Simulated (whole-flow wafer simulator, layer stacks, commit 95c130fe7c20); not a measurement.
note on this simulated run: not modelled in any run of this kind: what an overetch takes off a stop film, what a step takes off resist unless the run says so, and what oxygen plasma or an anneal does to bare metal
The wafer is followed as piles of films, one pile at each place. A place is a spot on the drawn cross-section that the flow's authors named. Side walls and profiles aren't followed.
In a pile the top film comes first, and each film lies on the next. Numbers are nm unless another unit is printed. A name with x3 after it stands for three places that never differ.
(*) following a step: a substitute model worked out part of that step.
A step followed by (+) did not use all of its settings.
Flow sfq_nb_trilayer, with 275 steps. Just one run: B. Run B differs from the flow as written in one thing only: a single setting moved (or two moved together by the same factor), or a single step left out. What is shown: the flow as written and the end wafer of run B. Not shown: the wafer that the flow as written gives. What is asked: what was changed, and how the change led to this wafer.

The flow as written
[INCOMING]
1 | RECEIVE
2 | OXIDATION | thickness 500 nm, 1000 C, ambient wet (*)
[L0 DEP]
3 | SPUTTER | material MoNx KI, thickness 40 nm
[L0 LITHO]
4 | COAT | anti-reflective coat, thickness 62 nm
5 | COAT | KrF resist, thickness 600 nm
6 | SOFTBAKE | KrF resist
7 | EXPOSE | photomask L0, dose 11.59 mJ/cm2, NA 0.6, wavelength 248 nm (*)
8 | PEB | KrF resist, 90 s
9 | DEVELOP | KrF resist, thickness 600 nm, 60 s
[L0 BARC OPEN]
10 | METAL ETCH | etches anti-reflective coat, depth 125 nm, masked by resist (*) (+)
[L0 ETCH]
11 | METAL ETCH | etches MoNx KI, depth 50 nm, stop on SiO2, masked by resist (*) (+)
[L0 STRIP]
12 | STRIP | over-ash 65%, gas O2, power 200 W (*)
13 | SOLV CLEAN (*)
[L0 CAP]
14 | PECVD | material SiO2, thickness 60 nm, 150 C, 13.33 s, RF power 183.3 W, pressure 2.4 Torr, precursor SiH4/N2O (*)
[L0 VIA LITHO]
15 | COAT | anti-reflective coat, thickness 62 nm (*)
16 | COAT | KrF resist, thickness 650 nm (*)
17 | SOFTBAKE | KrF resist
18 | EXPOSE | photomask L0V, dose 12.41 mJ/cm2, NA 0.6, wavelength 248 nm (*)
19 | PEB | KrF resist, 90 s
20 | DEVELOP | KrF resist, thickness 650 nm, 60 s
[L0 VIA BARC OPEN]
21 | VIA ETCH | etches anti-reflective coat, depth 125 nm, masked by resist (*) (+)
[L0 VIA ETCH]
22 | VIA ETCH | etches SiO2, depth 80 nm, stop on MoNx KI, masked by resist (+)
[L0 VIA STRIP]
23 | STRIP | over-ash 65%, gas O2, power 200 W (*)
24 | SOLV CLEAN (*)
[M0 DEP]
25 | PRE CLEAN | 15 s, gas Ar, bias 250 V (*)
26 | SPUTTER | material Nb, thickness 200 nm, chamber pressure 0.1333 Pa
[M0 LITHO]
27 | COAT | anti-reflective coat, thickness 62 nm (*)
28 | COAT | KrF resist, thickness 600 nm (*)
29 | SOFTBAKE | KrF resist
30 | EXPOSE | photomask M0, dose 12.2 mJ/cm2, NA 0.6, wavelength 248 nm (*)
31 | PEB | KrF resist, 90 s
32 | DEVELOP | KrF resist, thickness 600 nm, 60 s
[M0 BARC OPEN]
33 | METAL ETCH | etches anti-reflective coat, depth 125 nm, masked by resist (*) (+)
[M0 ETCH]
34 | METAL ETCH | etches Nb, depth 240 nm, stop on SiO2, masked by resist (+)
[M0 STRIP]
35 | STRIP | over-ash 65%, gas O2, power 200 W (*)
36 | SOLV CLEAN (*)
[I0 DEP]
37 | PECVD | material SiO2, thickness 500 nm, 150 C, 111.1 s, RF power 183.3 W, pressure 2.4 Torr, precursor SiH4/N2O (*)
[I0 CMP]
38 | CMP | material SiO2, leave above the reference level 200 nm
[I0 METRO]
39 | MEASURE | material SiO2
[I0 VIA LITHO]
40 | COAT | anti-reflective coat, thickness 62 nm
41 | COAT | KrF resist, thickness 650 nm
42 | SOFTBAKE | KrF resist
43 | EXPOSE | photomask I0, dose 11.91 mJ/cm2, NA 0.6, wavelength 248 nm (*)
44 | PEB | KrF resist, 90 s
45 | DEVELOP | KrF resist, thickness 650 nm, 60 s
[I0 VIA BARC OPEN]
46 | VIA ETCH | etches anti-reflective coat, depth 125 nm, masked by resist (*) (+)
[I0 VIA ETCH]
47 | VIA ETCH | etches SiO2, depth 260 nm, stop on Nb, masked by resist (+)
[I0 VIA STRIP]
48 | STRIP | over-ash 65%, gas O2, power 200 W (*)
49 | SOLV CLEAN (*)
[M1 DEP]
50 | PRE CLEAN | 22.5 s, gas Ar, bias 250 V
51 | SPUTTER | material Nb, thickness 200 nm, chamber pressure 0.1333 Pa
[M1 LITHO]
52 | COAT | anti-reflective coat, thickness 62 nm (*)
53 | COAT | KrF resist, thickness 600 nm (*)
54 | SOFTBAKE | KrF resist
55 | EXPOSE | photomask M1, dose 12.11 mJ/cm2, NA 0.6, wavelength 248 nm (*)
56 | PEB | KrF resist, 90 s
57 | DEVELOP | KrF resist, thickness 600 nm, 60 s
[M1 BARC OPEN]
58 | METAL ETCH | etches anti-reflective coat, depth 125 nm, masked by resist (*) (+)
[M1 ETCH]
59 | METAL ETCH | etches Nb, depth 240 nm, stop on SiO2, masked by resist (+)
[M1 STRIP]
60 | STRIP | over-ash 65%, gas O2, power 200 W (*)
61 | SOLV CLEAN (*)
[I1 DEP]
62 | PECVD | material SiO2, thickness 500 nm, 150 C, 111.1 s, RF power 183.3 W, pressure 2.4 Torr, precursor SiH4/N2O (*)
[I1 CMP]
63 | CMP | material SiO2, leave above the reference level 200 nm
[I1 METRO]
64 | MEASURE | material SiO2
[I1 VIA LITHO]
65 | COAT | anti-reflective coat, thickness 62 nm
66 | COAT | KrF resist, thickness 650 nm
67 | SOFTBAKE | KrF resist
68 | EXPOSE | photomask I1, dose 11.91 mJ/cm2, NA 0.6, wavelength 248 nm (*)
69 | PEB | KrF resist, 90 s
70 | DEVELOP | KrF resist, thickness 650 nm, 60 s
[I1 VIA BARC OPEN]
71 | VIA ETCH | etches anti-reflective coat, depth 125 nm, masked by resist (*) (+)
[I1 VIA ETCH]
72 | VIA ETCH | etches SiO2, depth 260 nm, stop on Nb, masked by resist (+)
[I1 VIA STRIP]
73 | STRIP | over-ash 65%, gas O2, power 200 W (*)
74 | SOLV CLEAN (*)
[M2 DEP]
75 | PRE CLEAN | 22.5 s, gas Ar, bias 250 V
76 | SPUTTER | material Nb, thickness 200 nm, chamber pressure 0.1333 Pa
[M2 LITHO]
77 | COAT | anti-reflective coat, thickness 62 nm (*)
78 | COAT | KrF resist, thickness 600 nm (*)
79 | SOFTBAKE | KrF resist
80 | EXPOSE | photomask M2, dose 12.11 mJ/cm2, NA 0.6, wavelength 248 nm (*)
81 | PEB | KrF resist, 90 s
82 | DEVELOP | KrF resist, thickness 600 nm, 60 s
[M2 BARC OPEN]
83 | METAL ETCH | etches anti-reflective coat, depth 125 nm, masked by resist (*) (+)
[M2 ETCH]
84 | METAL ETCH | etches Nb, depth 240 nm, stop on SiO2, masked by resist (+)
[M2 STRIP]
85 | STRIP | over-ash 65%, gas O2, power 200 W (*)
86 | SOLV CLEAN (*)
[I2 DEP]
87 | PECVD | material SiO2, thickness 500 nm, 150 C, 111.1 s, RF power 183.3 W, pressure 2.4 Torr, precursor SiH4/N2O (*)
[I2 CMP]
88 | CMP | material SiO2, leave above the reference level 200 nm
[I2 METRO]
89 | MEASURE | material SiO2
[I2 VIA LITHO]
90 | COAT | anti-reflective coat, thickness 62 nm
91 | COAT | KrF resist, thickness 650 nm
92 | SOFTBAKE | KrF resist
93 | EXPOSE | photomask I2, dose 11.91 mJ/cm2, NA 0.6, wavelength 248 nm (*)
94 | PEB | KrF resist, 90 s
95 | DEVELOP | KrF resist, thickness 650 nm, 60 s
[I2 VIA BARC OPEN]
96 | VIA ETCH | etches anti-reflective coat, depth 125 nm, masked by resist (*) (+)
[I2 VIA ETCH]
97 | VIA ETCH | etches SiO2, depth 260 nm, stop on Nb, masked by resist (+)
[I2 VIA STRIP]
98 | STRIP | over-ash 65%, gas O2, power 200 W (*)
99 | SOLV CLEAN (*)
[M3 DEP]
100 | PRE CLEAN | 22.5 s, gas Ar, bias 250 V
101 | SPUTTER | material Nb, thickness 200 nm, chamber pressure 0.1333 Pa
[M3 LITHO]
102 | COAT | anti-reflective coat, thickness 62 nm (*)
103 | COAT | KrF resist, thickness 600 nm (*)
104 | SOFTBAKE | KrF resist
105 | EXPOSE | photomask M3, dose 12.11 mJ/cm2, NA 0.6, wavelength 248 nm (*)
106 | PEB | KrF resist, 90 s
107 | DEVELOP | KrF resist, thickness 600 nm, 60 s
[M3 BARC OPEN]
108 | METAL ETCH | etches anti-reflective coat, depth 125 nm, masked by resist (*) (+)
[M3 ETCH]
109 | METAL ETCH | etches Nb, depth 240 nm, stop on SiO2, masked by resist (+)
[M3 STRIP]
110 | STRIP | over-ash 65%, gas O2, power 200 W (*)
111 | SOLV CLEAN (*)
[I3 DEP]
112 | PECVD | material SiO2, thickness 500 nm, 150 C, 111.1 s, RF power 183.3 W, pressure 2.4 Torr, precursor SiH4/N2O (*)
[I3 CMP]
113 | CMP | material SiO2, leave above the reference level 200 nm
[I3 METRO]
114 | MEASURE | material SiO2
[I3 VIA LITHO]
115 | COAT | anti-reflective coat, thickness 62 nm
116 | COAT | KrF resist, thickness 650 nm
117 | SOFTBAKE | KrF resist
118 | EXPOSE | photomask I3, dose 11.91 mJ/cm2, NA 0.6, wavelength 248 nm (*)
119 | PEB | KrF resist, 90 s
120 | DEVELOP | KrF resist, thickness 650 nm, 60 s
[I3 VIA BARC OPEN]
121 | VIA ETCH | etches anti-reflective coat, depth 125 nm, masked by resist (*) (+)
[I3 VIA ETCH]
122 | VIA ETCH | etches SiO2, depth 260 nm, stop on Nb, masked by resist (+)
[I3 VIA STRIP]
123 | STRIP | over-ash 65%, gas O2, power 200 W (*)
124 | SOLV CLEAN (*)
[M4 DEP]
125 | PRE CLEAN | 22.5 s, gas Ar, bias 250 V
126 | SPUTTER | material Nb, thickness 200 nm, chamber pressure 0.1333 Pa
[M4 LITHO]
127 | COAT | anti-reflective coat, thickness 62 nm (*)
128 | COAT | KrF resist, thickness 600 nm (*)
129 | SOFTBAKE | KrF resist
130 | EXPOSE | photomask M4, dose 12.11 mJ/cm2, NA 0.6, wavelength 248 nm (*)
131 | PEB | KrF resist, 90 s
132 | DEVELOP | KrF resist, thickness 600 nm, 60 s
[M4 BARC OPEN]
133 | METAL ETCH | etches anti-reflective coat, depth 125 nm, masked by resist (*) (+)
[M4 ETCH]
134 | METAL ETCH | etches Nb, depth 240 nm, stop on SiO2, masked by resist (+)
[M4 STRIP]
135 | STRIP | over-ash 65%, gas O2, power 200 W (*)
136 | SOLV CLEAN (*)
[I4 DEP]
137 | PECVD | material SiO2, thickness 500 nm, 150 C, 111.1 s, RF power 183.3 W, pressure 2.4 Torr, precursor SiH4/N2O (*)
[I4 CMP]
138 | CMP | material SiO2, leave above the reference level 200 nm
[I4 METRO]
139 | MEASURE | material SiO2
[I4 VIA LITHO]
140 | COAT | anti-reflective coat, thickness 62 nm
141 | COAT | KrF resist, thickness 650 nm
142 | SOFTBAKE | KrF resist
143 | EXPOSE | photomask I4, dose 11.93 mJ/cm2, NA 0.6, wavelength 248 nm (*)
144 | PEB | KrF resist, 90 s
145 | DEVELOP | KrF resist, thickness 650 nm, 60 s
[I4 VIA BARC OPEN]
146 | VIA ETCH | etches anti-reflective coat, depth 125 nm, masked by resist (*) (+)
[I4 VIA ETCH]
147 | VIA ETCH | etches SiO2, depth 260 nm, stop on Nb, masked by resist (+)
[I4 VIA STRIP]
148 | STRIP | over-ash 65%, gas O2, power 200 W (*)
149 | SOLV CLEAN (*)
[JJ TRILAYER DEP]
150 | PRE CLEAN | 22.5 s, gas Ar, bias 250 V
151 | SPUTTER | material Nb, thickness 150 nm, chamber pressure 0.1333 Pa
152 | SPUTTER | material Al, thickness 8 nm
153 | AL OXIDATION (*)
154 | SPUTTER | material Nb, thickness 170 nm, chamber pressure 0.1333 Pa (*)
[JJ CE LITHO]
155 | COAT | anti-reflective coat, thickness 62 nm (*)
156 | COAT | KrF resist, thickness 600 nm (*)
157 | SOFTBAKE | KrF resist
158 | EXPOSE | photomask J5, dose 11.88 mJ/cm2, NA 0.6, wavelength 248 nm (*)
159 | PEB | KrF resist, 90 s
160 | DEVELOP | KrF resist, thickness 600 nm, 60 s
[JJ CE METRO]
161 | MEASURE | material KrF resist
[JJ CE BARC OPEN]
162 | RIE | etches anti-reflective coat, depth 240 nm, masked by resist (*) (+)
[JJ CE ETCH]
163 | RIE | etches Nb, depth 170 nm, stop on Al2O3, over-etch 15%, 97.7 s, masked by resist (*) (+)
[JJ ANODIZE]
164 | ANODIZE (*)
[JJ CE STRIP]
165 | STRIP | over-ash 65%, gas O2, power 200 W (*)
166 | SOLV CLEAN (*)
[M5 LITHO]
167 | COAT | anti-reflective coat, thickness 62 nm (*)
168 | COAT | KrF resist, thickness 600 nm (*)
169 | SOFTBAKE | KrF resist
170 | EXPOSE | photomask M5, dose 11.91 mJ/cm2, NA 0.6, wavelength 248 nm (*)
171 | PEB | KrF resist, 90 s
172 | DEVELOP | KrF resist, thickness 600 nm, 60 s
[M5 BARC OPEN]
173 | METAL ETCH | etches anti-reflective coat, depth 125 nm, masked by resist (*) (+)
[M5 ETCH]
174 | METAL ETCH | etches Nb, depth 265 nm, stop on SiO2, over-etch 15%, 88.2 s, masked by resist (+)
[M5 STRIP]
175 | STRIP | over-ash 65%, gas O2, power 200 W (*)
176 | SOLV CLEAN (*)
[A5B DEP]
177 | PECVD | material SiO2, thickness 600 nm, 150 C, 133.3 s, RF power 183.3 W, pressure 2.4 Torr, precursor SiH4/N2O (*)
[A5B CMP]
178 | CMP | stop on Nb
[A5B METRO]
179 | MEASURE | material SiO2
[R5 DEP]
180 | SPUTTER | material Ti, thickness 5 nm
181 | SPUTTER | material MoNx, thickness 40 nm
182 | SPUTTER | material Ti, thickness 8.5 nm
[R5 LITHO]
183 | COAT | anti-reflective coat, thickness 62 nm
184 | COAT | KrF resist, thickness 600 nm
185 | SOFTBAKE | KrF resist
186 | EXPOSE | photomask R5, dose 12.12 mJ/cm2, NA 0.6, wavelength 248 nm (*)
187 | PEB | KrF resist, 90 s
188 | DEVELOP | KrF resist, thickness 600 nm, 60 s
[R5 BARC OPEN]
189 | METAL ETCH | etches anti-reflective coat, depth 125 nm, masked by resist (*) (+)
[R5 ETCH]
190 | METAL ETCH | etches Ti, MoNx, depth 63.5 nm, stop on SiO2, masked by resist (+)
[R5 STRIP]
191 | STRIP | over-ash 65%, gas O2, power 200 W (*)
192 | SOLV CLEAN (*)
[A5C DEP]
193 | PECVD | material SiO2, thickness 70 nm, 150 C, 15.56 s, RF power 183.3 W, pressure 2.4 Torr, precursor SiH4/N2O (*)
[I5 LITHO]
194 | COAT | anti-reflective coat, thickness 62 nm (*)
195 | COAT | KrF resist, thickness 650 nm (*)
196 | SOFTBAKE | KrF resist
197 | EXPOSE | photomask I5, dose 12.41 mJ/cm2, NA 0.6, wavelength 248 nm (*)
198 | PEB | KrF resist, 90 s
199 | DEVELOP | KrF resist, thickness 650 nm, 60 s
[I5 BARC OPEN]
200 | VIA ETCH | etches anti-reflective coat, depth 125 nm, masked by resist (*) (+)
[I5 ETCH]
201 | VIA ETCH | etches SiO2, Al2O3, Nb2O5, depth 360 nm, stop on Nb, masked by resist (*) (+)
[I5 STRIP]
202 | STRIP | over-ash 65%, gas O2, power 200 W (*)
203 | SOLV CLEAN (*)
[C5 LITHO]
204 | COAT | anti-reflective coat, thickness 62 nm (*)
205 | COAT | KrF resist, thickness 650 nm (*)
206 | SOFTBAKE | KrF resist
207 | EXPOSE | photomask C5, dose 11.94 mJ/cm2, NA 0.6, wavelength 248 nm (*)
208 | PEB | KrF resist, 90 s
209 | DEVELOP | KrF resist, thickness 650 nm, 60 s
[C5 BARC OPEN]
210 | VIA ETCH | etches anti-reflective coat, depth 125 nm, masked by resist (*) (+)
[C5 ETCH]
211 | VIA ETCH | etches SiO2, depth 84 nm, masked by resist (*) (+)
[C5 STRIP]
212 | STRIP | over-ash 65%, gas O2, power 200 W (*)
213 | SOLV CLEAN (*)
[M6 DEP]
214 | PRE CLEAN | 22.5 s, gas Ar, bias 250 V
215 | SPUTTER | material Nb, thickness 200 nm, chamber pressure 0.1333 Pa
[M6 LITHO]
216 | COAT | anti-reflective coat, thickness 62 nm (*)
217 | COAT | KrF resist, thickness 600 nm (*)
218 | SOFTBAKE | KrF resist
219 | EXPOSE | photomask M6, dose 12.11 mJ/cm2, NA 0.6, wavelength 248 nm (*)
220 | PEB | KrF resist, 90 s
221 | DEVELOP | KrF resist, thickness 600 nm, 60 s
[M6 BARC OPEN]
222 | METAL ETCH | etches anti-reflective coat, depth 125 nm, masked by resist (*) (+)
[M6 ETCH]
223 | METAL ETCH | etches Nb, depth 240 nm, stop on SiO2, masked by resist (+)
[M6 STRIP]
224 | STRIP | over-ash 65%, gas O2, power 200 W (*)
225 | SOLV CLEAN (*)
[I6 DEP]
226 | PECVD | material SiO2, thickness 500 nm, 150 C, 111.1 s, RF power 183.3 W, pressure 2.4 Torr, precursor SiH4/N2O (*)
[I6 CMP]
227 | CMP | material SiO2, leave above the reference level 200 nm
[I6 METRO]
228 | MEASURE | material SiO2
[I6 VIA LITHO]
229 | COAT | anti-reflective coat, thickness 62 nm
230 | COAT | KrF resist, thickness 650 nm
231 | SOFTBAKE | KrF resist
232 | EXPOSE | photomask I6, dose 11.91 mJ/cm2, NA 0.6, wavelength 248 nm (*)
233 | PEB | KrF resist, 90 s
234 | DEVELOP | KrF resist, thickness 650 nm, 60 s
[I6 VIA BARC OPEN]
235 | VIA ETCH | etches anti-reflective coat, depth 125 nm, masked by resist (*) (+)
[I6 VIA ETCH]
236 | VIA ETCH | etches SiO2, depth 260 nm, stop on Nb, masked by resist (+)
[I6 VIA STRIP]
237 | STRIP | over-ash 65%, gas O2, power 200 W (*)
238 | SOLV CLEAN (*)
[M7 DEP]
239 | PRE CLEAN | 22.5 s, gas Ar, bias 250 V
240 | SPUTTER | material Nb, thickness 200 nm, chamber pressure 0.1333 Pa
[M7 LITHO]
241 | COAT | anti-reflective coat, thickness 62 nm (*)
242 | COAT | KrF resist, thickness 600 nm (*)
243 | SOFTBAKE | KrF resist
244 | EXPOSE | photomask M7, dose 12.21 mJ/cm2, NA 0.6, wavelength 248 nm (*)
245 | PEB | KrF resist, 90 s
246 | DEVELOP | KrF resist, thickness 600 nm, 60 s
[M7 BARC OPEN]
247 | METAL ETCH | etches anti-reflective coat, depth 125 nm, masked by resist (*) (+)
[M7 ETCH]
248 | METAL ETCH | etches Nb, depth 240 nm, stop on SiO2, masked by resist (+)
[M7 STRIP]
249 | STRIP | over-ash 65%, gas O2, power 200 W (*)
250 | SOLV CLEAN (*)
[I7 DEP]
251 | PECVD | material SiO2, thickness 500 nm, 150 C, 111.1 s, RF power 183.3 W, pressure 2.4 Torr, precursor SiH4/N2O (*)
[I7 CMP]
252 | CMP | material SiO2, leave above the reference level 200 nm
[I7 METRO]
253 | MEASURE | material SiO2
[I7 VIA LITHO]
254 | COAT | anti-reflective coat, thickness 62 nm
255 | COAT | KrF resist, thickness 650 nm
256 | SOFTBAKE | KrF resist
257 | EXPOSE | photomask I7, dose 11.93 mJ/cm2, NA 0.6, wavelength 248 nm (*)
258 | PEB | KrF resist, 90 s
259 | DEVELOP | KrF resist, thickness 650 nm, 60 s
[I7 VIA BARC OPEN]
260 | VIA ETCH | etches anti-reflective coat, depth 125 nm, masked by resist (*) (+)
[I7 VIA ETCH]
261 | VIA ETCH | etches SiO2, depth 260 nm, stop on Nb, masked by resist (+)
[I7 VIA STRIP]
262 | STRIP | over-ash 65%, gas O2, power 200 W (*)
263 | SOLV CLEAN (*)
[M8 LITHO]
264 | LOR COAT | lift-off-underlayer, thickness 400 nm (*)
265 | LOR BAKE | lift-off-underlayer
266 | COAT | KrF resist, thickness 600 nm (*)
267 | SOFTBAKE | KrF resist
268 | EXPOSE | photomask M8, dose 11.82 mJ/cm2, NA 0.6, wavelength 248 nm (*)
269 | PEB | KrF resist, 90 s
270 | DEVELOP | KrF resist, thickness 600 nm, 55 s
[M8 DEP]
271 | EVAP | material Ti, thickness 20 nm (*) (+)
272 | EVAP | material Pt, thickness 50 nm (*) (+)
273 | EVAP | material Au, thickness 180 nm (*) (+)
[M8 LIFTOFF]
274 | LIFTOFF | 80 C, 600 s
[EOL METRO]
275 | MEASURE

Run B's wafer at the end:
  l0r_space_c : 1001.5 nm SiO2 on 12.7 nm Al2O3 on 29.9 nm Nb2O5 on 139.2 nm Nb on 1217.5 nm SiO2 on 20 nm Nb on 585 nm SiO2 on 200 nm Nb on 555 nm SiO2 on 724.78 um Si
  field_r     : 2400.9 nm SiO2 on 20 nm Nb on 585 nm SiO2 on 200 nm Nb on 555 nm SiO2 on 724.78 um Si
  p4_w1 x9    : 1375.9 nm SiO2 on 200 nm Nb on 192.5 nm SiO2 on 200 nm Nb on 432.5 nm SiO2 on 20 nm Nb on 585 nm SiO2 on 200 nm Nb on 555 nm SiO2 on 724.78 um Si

Cause: step 76, SPUTTER: thickness 260 nm was run, while the flow as written has thickness 200 nm.

The path from the change to this, step by step:
  76 | SPUTTER | material Nb, thickness 200 nm, chamber pressure 0.1333 Pa
      field_l, v_sur, via_wl and 102 more: +260 Nb (new film) (it would be, as written: +200 Nb (new film))
      via_v: +227.6 Nb (it would be, as written: +174.5 Nb)
  84 | METAL ETCH | etches Nb, depth 240 nm, stop on SiO2, masked by resist (+)
      field_l, be, be_sur and 81 more: -240 Nb (it would be, as written: -200 Nb (all of it))
  87 | PECVD | material SiO2, thickness 500 nm, 150 C, 111.1 s, RF power 183.3 W, pressure 2.4 Torr, precursor SiH4/N2O (*)
      field_l, be, be_sur and 81 more: +500 SiO2 (new film) (it would be, as written: +500 SiO2)
      via_v: +588.4 SiO2 (new film) (it would be, as written: +606 SiO2 (new film))
  88 | CMP | material SiO2, leave above the reference level 200 nm
      field_l, be, be_sur and 81 more: -60 SiO2 (it would be, as written: -100 SiO2)
      via_v: -157.1 SiO2 (it would be, as written: -181.6 SiO2)
With metal films that touch counted as one body, l0r_space_c has 3 bodies (between them, from the top down: SiO2 1217.5; SiO2 585); the flow as written gives 2 bodies (between them, from the top down: SiO2 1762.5).
With metal films that touch counted as one body, field_r has 2 bodies (between them, from the top down: SiO2 585); the flow as written gives 1 body.
With metal films that touch counted as one body, p4_w1 x9 has 4 bodies (between them, from the top down: SiO2 192.5; SiO2 432.5; SiO2 585); the flow as written gives 3 bodies (between them, from the top down: SiO2 192.5; SiO2 977.5).
